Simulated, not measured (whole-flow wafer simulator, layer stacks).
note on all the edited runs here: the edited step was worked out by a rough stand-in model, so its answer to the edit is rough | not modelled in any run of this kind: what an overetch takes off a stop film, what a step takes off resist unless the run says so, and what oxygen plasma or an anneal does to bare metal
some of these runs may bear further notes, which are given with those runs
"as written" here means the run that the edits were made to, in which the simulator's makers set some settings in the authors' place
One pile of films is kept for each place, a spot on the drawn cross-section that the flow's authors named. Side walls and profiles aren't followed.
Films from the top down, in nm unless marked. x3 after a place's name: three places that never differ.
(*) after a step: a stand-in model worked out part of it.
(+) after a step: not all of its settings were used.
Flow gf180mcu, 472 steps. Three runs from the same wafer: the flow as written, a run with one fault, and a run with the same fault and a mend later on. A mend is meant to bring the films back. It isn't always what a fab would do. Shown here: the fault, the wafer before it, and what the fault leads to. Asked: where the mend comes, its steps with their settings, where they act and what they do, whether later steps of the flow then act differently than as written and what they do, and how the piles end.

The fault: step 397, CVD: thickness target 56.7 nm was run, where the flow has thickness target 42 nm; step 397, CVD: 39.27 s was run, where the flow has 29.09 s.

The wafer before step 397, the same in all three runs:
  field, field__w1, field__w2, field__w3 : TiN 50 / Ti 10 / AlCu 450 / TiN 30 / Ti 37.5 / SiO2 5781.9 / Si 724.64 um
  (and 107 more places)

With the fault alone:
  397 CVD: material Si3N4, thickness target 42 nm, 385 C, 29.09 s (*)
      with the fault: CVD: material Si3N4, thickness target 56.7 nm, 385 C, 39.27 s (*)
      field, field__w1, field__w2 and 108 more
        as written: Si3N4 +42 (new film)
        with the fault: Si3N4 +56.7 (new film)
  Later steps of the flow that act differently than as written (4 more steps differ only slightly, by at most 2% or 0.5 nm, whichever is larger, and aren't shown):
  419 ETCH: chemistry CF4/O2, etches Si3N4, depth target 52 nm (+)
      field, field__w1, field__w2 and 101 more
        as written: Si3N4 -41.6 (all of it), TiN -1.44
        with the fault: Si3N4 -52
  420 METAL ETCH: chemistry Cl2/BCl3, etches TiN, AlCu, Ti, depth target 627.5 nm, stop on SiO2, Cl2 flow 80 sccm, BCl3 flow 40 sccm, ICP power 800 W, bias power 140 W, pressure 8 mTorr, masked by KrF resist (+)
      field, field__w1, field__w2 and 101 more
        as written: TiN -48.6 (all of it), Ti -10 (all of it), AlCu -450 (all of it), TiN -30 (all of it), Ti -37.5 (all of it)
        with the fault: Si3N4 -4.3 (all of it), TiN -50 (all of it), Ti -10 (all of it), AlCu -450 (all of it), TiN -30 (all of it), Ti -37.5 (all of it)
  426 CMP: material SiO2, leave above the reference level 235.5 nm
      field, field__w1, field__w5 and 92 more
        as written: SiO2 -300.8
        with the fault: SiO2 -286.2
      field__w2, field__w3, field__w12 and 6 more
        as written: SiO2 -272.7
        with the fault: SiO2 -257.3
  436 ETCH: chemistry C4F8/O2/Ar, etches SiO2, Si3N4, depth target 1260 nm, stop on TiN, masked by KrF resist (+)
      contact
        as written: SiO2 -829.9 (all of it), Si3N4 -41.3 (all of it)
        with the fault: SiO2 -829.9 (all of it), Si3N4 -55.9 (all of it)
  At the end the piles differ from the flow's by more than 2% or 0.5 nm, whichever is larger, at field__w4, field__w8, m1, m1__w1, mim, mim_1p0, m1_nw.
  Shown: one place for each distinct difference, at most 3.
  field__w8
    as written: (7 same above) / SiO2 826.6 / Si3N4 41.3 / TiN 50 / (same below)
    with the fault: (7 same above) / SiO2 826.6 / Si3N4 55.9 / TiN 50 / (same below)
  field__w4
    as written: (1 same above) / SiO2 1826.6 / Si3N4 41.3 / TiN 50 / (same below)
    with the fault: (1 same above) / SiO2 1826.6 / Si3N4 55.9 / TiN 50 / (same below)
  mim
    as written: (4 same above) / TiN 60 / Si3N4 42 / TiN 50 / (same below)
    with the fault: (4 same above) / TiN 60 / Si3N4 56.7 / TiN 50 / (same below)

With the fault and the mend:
  The mend comes after step 397.
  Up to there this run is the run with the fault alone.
  397a WET ETCH: chemistry H3PO4, depth target 14.7 nm, 160 C (the flow's step 14 once more, with other settings)
      field, field__w1, field__w2 and 108 more
        Si3N4 -14.7
  No later step of the flow acts differently than as written, at any place that is followed, by more than 2% or 0.5 nm, whichever is larger.
  At the end the piles differ from the flow's only slightly at the places that both follow, by at most 2% or 0.5 nm, whichever is larger.
